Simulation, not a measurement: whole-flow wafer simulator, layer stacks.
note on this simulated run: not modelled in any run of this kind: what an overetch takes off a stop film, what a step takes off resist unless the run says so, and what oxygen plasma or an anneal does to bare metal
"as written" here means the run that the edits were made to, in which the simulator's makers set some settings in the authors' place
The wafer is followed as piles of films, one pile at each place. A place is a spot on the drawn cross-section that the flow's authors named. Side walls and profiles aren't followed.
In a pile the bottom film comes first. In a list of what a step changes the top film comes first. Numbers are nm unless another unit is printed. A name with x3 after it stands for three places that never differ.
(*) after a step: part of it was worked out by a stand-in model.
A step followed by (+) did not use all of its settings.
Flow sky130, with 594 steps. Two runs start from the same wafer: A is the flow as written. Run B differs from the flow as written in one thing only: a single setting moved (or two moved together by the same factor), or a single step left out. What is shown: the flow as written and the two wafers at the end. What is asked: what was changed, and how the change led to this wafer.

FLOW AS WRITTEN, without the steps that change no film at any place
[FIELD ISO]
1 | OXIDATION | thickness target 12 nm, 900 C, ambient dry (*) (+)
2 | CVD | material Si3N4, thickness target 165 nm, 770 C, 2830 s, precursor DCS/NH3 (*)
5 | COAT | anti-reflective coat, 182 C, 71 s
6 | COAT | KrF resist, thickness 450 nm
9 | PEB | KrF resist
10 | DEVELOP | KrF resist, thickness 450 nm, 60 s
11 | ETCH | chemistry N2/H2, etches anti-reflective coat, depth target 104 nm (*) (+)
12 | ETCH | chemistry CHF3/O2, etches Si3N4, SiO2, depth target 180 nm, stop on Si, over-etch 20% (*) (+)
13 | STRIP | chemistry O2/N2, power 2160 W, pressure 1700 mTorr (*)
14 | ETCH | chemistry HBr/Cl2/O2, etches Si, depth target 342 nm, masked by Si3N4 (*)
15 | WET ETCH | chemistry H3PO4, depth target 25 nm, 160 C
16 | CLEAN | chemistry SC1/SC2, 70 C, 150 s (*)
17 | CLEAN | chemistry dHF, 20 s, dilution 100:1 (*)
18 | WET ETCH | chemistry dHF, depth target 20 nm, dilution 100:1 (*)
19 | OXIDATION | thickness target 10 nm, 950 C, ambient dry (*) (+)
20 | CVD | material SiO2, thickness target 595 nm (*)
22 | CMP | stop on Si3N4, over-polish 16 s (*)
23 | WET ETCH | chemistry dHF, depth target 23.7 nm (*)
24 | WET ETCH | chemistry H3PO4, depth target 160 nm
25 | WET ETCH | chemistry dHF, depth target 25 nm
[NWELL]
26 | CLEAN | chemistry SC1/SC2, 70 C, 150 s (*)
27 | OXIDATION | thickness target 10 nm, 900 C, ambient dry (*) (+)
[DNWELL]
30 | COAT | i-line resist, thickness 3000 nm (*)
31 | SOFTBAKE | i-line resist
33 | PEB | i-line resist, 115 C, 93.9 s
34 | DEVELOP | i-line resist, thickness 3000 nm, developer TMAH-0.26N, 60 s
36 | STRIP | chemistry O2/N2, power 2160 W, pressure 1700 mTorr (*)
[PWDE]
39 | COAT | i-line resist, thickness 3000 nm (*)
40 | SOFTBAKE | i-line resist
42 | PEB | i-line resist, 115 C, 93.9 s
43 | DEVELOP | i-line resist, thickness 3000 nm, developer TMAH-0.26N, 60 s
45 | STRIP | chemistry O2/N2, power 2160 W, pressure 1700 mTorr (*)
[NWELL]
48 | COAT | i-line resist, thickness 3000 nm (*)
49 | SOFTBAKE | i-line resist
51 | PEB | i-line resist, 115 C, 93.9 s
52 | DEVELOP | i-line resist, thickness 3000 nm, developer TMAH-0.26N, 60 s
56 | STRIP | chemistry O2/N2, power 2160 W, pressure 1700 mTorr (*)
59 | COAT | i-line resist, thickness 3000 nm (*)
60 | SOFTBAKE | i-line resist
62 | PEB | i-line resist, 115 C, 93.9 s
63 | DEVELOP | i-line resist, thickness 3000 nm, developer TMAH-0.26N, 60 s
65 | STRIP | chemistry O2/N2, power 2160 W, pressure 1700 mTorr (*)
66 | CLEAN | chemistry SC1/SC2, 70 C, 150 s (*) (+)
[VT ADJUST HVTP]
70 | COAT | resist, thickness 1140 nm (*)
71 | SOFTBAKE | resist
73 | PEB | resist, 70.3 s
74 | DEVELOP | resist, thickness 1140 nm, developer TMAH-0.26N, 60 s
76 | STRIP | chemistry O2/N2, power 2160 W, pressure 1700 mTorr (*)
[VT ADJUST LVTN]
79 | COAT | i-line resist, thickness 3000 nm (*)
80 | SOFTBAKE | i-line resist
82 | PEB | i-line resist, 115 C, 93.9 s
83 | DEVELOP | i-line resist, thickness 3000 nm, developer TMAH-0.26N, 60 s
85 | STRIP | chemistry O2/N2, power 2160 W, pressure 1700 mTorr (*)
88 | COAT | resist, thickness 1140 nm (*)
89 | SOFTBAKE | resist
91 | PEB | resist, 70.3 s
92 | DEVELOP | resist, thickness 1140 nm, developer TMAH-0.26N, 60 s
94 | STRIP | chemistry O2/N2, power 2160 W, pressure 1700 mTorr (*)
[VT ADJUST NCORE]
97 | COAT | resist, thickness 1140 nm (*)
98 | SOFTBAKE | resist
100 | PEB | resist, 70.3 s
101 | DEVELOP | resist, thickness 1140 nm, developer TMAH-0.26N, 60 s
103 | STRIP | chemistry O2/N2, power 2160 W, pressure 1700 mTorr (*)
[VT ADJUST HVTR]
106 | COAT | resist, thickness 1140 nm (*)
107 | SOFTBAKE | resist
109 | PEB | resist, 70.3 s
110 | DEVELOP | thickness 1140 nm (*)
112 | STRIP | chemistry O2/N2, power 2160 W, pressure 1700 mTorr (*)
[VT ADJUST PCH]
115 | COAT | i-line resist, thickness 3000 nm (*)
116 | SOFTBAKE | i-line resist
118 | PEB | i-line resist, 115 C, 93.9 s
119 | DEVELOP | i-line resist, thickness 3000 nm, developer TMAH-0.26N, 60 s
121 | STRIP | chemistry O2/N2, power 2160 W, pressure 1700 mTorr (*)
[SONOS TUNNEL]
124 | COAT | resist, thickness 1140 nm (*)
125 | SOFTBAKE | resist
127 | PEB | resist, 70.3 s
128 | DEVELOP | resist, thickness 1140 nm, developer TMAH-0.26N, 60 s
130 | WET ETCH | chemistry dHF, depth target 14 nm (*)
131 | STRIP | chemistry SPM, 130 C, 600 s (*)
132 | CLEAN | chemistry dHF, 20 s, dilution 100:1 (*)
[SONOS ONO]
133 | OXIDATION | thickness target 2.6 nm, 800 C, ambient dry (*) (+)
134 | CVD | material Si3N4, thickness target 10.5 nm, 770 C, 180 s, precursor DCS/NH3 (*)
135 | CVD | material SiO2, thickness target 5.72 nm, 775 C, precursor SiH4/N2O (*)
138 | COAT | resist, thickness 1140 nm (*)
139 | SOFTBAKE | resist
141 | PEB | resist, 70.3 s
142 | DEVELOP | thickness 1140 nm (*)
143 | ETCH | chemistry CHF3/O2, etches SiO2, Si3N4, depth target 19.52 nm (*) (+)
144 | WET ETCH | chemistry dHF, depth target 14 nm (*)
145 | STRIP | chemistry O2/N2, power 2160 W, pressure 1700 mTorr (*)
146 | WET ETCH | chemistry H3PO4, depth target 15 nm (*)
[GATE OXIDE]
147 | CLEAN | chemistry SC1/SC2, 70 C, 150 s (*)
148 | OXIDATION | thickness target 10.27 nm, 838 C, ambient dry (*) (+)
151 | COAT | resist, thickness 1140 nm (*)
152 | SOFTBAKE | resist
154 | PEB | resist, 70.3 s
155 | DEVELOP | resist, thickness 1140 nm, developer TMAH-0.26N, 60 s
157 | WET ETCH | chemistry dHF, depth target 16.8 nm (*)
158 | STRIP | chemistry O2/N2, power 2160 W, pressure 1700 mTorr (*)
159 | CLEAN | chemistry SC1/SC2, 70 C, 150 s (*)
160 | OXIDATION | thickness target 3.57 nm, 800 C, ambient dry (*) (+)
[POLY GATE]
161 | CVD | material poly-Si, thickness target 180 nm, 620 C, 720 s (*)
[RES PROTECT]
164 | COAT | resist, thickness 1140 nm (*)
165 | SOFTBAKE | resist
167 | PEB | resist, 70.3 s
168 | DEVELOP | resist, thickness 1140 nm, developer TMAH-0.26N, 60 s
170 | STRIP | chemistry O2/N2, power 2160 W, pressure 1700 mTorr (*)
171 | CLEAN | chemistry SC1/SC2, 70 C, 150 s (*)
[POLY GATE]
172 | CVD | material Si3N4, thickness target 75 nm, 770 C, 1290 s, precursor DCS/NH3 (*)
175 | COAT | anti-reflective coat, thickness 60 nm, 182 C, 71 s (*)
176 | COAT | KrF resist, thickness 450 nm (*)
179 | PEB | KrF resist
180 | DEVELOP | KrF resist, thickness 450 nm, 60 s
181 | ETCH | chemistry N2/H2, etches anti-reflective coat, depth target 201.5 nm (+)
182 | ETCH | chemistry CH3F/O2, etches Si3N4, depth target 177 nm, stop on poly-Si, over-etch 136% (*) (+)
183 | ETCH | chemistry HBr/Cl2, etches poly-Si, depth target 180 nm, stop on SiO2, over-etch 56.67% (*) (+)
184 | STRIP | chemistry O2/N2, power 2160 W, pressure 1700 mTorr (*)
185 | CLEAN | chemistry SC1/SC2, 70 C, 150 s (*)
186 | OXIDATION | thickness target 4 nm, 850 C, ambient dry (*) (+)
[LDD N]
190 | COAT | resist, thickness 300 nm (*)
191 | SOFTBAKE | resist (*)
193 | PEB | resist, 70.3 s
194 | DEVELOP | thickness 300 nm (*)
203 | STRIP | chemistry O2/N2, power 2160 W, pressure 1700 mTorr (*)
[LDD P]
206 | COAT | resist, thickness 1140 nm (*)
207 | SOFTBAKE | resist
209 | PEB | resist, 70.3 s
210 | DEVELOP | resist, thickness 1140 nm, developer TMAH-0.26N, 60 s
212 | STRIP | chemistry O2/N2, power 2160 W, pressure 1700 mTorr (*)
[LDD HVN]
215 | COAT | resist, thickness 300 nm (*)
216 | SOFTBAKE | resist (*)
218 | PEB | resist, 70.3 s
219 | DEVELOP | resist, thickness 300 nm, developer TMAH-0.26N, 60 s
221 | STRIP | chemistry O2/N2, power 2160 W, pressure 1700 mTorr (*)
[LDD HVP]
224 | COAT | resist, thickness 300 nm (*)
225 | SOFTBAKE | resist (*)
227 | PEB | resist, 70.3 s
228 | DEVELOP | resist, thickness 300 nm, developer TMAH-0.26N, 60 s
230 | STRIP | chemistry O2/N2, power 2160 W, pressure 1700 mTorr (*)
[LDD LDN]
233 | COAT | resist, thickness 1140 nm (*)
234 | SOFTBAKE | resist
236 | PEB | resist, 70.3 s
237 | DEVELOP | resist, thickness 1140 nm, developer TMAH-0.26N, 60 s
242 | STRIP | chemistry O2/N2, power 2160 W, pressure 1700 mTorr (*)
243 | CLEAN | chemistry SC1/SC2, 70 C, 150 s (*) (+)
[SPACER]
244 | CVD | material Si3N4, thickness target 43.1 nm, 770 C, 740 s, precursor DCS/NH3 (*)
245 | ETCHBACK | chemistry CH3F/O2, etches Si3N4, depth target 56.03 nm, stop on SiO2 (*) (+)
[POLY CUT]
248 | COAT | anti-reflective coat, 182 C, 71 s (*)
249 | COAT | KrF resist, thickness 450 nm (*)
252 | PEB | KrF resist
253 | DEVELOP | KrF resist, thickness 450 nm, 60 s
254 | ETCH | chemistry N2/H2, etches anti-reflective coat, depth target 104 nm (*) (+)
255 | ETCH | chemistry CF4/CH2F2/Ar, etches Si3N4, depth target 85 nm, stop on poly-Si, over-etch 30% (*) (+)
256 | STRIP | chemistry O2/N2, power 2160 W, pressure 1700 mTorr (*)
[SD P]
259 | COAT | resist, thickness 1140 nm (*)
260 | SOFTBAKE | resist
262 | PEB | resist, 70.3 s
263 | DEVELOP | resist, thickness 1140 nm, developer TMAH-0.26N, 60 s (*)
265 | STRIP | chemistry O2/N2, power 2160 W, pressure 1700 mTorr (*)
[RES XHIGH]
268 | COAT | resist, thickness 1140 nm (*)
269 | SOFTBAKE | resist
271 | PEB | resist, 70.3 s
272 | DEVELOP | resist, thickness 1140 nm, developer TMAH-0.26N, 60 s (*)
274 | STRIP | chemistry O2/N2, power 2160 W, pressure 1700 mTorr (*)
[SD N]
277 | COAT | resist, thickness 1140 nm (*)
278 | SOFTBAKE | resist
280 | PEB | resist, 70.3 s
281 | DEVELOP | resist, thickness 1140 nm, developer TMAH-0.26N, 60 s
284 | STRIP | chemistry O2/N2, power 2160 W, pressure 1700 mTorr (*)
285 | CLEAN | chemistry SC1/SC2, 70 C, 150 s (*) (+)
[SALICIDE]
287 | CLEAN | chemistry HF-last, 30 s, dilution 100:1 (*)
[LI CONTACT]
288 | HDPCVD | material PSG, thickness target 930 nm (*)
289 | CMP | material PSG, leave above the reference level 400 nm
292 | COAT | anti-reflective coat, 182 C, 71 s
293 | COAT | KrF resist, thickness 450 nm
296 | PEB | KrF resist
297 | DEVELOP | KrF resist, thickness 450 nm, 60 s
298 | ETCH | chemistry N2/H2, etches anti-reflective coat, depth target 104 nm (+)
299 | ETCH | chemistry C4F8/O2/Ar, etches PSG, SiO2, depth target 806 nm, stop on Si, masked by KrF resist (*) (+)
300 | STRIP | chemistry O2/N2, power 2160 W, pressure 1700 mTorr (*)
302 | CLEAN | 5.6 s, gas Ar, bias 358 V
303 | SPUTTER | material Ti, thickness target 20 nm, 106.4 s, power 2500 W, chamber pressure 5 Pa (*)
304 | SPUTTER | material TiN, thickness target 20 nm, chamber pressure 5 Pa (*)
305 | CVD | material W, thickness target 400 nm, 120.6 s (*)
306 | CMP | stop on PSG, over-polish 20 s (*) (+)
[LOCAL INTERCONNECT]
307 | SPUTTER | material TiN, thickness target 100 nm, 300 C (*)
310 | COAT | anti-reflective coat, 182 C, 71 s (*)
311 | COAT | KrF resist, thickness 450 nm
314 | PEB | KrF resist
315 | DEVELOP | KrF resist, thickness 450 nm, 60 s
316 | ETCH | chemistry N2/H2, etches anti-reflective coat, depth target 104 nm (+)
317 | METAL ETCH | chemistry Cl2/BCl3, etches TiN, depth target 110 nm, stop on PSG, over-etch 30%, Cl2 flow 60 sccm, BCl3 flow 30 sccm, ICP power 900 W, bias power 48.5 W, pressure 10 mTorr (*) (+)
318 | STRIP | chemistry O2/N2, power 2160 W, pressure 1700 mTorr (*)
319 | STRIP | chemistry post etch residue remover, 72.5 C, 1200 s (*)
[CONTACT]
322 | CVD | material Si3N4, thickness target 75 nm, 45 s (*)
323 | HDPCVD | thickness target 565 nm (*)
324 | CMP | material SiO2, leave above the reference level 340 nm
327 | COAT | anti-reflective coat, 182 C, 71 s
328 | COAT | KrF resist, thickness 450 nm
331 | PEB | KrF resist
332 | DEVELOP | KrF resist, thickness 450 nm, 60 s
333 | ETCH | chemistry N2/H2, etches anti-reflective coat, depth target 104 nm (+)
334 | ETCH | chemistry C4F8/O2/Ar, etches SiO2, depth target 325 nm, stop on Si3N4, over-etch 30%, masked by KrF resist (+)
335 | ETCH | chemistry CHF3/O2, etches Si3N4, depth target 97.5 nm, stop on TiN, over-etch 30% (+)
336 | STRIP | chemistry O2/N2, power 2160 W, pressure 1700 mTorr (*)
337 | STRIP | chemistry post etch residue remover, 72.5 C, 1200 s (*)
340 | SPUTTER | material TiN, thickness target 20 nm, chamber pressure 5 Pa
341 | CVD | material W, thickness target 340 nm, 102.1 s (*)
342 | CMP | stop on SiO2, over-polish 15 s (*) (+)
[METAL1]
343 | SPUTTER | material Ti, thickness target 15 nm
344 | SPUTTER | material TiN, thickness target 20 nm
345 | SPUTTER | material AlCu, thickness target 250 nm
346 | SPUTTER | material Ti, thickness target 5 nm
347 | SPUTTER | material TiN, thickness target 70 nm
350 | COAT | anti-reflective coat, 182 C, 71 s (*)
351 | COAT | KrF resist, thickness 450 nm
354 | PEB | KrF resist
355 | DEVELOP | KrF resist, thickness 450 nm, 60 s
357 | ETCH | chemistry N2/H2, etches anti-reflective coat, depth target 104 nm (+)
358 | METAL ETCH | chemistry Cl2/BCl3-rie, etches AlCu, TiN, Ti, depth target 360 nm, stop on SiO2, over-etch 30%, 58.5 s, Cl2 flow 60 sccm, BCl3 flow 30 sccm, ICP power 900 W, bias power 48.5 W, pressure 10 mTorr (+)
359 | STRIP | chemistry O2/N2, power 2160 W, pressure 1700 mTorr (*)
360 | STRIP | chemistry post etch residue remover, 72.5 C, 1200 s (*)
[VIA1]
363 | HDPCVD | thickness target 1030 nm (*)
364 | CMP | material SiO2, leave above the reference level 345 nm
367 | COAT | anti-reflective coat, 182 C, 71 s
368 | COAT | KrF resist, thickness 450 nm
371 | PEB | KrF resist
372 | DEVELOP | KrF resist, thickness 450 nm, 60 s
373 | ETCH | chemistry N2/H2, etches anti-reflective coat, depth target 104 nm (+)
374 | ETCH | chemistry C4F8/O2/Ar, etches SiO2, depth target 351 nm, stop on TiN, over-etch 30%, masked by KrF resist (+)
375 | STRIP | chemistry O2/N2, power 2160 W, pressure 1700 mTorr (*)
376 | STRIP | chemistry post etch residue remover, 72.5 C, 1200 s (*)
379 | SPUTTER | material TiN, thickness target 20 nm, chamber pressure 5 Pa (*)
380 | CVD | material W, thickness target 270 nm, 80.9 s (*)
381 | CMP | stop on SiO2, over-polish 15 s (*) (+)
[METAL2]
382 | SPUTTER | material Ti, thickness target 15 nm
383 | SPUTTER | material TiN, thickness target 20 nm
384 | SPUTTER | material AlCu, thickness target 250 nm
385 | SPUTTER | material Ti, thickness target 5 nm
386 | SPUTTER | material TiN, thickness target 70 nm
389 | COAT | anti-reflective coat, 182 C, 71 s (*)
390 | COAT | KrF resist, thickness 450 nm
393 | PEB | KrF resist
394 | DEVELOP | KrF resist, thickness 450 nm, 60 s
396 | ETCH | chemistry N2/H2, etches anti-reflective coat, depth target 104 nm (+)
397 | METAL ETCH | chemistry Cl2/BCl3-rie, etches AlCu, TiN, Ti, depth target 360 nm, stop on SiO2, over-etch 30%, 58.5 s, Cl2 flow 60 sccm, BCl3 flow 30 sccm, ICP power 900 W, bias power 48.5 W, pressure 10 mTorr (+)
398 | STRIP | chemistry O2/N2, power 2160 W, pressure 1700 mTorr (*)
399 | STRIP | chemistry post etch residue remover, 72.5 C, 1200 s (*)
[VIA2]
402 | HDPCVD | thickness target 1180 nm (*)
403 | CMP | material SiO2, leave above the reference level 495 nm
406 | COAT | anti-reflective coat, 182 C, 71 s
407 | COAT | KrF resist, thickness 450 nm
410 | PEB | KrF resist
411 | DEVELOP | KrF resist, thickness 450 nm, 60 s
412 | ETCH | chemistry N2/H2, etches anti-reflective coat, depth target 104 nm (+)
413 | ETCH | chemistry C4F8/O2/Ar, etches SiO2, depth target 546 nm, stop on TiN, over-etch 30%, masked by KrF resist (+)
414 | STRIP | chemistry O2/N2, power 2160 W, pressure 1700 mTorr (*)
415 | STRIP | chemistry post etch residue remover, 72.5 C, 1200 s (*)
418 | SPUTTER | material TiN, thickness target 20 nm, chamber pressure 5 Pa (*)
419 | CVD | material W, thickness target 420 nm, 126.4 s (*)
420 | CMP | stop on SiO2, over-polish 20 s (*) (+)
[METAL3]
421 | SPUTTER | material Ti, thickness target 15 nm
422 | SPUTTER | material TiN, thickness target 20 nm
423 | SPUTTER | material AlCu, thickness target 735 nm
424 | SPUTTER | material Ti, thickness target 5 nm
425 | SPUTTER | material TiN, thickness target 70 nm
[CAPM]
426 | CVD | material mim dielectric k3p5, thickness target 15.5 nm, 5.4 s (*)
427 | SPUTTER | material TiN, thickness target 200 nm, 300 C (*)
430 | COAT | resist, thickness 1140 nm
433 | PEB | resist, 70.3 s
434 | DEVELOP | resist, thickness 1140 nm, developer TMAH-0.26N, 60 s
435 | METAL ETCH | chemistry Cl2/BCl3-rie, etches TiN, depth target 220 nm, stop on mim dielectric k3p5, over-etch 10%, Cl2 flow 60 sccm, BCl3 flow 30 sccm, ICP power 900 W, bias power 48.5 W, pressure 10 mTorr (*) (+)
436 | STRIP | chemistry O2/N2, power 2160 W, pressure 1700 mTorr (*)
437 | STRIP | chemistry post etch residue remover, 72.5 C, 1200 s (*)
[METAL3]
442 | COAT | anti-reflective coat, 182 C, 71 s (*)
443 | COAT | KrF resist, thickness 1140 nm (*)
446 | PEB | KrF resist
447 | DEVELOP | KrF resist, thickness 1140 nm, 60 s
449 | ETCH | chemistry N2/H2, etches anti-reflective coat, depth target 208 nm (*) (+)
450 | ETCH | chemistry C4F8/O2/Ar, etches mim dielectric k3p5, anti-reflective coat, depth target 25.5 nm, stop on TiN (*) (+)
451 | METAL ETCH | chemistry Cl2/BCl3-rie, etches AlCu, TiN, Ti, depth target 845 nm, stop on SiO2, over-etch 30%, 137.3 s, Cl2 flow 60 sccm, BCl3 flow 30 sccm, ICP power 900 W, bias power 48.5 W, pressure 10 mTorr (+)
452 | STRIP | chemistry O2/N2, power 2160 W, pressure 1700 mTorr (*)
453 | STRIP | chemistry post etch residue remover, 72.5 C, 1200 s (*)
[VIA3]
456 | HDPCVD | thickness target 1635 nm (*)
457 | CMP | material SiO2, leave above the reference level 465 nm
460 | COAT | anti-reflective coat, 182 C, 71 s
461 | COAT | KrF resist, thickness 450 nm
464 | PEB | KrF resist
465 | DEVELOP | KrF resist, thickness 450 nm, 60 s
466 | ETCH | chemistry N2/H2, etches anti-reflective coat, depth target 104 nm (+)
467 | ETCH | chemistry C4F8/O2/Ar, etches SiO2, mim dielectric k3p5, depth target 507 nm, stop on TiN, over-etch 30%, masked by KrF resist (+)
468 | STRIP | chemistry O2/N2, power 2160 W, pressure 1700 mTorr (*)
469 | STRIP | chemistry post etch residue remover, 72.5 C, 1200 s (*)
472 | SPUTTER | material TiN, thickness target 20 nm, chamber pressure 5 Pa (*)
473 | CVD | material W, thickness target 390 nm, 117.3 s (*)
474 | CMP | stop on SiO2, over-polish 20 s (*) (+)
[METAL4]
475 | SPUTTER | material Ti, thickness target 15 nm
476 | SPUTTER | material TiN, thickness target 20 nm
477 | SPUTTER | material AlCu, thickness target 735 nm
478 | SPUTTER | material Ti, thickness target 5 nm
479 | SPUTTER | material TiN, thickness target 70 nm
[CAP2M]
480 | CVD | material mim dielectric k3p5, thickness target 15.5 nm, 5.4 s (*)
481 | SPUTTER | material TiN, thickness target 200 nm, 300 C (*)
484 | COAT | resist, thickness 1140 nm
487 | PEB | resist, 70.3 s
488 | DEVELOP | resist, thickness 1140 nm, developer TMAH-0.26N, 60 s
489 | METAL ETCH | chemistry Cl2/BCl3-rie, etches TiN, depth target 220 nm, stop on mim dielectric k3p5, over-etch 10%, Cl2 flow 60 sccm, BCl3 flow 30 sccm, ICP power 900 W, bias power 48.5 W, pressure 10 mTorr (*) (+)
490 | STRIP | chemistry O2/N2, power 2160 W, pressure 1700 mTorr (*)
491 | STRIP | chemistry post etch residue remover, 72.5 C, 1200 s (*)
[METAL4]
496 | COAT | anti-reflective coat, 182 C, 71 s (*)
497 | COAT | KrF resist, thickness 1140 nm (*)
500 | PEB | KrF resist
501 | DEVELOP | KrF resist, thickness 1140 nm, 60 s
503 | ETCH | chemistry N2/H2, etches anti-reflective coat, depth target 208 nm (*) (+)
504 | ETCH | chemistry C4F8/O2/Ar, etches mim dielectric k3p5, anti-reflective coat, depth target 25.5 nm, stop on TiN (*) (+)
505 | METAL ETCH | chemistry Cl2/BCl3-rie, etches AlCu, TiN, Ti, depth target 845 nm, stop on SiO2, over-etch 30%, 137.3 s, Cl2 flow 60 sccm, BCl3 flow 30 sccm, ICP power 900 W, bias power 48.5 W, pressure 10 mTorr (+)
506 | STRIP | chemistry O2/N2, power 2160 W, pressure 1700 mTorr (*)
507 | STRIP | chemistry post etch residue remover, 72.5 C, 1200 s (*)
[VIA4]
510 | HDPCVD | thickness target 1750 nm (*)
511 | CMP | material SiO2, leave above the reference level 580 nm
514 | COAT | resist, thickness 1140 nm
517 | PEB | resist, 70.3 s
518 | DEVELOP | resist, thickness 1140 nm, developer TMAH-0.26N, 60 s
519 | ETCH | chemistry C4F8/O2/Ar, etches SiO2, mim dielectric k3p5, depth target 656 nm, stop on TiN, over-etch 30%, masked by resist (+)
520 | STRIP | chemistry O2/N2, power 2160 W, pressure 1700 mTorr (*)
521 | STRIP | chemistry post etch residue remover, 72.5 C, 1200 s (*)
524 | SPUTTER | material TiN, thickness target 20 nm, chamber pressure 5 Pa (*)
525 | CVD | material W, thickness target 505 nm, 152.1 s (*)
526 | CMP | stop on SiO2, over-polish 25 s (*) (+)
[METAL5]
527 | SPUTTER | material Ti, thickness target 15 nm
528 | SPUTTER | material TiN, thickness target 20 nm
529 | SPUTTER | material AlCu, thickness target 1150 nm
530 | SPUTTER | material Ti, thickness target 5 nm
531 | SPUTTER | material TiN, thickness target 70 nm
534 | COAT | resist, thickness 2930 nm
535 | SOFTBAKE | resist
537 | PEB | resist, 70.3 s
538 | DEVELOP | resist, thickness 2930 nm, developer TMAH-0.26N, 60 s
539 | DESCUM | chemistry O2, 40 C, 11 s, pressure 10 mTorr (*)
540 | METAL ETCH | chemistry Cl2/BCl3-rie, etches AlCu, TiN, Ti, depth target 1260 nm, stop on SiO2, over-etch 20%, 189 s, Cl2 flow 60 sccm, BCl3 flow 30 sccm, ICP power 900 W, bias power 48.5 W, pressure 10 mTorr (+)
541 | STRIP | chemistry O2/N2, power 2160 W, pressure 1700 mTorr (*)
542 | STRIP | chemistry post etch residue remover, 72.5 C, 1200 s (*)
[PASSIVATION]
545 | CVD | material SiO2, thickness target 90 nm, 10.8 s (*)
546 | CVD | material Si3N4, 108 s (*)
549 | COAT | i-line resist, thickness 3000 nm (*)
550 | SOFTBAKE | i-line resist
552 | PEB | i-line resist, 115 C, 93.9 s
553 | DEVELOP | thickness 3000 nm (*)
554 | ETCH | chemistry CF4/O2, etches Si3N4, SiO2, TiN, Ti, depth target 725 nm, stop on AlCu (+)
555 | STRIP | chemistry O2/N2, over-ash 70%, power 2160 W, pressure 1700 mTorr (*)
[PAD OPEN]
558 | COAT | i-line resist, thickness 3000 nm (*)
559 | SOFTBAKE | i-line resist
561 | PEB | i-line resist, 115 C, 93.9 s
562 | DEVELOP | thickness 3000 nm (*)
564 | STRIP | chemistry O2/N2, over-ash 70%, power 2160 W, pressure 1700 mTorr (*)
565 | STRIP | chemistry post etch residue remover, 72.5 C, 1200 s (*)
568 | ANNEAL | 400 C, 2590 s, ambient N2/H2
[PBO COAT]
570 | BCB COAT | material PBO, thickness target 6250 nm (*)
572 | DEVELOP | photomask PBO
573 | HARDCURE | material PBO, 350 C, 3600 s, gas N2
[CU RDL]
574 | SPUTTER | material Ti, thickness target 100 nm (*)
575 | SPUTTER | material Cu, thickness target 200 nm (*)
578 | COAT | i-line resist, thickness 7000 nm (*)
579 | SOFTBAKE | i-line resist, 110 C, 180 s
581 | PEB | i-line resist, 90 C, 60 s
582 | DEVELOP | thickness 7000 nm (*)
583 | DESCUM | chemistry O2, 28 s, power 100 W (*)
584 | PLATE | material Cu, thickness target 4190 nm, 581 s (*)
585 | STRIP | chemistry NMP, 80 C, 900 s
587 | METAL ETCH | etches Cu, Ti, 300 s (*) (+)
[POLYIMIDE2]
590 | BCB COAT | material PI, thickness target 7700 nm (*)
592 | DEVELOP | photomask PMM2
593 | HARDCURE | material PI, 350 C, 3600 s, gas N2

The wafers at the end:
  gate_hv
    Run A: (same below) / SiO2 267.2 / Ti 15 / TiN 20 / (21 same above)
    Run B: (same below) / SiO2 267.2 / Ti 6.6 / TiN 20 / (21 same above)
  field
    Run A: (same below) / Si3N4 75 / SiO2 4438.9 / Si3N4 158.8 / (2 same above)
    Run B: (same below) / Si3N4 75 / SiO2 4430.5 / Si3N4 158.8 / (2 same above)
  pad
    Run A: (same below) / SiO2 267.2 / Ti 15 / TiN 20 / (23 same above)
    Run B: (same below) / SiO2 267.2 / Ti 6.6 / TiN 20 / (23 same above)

What caused this: step 382, SPUTTER: thickness target 6.6 nm was run, though the flow has thickness target 15 nm.
One can read it off the wafer: gate_hv has Ti 6.6, and step 382 as written asks for 15 nm.

Step by step, how the change led to this:
  382 | SPUTTER | material Ti, thickness target 15 nm
      field, active, n_well and 188 more: A +15 Ti (new film) | B +6.6 Ti (new film)
  397 | METAL ETCH | chemistry Cl2/BCl3-rie, etches AlCu, TiN, Ti, depth target 360 nm, stop on SiO2, over-etch 30%, 58.5 s, Cl2 flow 60 sccm, BCl3 flow 30 sccm, ICP power 900 W, bias power 48.5 W, pressure 10 mTorr (+)
      field, active, gate and 82 more: A -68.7 TiN (all of it), -5 Ti (all of it), -250 AlCu (all of it), -20 TiN (all of it), -15 Ti (all of it), -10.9 SiO2 | B -68.7 TiN (all of it), -5 Ti (all of it), -250 AlCu (all of it), -20 TiN (all of it), -6.6 Ti (all of it), -11.8 SiO2
